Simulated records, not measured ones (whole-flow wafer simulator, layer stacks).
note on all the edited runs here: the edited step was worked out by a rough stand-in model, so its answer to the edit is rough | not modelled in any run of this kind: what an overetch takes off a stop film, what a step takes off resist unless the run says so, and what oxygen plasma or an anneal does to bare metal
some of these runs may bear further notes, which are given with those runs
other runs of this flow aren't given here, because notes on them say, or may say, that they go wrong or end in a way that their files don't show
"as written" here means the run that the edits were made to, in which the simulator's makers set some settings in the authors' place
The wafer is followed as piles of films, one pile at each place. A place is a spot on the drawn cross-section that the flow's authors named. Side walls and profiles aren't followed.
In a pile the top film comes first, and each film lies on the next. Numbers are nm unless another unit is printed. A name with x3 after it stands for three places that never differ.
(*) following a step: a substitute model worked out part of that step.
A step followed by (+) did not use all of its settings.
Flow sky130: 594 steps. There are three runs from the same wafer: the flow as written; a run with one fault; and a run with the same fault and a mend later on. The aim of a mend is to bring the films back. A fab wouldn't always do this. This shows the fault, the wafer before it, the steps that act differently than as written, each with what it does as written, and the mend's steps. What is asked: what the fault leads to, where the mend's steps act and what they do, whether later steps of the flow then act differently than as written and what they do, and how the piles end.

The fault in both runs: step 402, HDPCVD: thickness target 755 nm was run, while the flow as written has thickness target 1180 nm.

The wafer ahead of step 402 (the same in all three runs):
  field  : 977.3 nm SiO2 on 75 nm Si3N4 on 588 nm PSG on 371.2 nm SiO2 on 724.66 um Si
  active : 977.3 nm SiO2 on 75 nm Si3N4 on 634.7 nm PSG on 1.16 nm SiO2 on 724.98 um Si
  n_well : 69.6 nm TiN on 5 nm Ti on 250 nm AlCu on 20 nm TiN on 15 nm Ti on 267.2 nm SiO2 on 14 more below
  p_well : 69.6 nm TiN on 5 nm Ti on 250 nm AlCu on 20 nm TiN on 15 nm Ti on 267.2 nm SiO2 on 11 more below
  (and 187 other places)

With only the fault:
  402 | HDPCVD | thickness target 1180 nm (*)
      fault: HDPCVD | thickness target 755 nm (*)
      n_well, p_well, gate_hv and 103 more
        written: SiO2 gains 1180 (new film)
        fault: SiO2 gains 755 (new film)
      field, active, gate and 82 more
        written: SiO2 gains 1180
        fault: SiO2 gains 755
  Steps further on in the flow that do not act as written (not shown: 24 more steps that differ only slightly, by at most 2% or 0.5 nm, whichever is larger):
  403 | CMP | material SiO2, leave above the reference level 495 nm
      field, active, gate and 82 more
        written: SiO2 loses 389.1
        fault: nothing
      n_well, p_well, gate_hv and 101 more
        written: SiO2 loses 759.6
        fault: SiO2 loses 334.6
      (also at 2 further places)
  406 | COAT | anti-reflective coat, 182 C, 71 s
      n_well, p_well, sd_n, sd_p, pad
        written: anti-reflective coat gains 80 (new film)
        fault: anti-reflective coat gains 44.5 (new film)
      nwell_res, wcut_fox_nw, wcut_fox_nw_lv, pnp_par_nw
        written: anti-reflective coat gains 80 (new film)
        fault: anti-reflective coat gains 68.8 (new film)
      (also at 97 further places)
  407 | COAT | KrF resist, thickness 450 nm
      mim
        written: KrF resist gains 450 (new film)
        fault: KrF resist gains 440.8 (new film)
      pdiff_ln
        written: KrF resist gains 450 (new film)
        fault: KrF resist gains 438 (new film)
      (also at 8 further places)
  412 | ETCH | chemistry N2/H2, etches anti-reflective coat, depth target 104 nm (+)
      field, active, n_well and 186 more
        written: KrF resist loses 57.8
        fault: KrF resist loses 45.6
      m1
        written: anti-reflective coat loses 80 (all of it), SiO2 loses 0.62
        fault: anti-reflective coat loses 59 (all of it), SiO2 loses 0.59
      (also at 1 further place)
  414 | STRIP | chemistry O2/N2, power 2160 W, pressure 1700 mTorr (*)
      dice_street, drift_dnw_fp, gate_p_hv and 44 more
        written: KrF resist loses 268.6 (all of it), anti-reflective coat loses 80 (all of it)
        fault: KrF resist loses 280.8 (all of it), anti-reflective coat loses 80 (all of it)
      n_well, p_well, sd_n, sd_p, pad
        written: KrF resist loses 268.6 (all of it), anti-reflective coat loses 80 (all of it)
        fault: KrF resist loses 280.8 (all of it), anti-reflective coat loses 44.5 (all of it)
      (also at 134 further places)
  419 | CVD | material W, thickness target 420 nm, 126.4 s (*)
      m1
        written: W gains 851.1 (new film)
        fault: W gains 814.7 (new film)
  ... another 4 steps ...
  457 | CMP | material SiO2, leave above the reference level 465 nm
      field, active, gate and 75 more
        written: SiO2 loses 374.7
        fault: SiO2 loses 393.2
  By the end, the piles at field, active, gate and 84 more depart from the flow's by more than 2% or 0.5 nm, whichever is larger.
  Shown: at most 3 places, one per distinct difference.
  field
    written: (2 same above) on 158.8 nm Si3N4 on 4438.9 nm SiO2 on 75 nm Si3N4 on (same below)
    fault: (2 same above) on 158.8 nm Si3N4 on 2681.9 nm SiO2 on 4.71 nm W on 20 nm TiN on 1732.3 nm SiO2 on 75 nm Si3N4 on (same below)
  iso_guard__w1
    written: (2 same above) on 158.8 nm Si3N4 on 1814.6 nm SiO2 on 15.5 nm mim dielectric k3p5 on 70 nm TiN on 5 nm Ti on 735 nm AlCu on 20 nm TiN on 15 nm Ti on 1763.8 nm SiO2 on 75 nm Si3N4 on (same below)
    fault: (2 same above) on 158.8 nm Si3N4 on 1815.2 nm SiO2 on 15.5 nm mim dielectric k3p5 on 70 nm TiN on 5 nm Ti on 735 nm AlCu on 20 nm TiN on 15 nm Ti on 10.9 nm W on 20 nm TiN on 1732.3 nm SiO2 on 75 nm Si3N4 on (same below)
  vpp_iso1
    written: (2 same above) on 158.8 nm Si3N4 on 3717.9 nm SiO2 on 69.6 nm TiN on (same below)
    fault: (2 same above) on 158.8 nm Si3N4 on 2681.9 nm SiO2 on 4.71 nm W on 20 nm TiN on 1011.3 nm SiO2 on 69.6 nm TiN on (same below)

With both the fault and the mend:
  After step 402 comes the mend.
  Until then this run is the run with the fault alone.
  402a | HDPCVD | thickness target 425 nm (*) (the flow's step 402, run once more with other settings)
      field, active, n_well and 188 more
        SiO2 gains 425
  Later steps of the flow that are run all act as written at every place that is followed.
  By the end, the piles equal the flow's at every place that both follow.
